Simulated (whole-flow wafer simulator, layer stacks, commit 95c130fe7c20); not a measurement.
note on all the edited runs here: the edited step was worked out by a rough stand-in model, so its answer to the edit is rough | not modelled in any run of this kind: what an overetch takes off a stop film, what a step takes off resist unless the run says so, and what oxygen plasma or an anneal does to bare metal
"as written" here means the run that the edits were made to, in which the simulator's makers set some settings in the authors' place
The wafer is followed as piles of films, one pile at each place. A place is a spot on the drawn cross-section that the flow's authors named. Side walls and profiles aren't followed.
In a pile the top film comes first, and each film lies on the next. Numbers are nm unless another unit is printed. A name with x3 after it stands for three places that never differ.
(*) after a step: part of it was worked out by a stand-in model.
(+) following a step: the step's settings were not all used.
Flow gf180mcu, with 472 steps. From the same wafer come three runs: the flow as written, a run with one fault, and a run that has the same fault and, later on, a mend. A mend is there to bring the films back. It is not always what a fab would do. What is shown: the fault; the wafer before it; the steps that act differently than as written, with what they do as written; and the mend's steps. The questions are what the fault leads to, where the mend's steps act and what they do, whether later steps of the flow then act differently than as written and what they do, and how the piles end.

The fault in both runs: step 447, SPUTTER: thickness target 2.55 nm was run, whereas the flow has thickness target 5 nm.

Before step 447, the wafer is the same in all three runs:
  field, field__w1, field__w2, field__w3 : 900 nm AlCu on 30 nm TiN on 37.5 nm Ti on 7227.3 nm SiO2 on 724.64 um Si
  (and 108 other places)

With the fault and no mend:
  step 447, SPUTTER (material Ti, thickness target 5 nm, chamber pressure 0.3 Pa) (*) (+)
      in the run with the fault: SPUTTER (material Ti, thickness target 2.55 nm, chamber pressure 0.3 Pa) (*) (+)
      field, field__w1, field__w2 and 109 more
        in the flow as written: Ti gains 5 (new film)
        in the run with the fault: Ti gains 2.55 (new film)
  Later steps of the flow acting differently than as written (4 more steps, not shown, differ only slightly: by at most 2% or 0.5 nm, whichever is larger):
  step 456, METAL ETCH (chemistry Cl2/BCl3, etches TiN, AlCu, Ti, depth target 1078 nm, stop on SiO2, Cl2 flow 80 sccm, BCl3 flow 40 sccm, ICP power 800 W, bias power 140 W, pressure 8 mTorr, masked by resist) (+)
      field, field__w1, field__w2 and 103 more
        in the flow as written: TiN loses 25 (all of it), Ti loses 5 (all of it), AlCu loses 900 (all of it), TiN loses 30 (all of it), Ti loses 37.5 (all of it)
        in the run with the fault: TiN loses 25 (all of it), Ti loses 2.55 (all of it), AlCu loses 900 (all of it), TiN loses 30 (all of it), Ti loses 37.5 (all of it)
  At field__w8, contact, m1, m1__w1, pad, m1_nw, the piles at the end differ from the flow's by more than 2% or 0.5 nm, whichever is larger.
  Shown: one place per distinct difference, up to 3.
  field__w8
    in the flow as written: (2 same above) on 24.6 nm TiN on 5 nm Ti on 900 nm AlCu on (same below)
    in the run with the fault: (2 same above) on 24.6 nm TiN on 2.55 nm Ti on 900 nm AlCu on (same below)
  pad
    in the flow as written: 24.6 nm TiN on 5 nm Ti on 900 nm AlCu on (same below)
    in the run with the fault: 24.6 nm TiN on 2.55 nm Ti on 900 nm AlCu on (same below)

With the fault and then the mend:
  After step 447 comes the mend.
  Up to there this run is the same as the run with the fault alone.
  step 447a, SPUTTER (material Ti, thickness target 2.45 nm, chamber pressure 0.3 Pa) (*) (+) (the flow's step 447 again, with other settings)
      field, field__w1, field__w2 and 109 more
        Ti gains 2.45
  Every later step of the flow that is run acts as written at every place that is followed.
  By the end, the piles equal the flow's at every place that both follow.
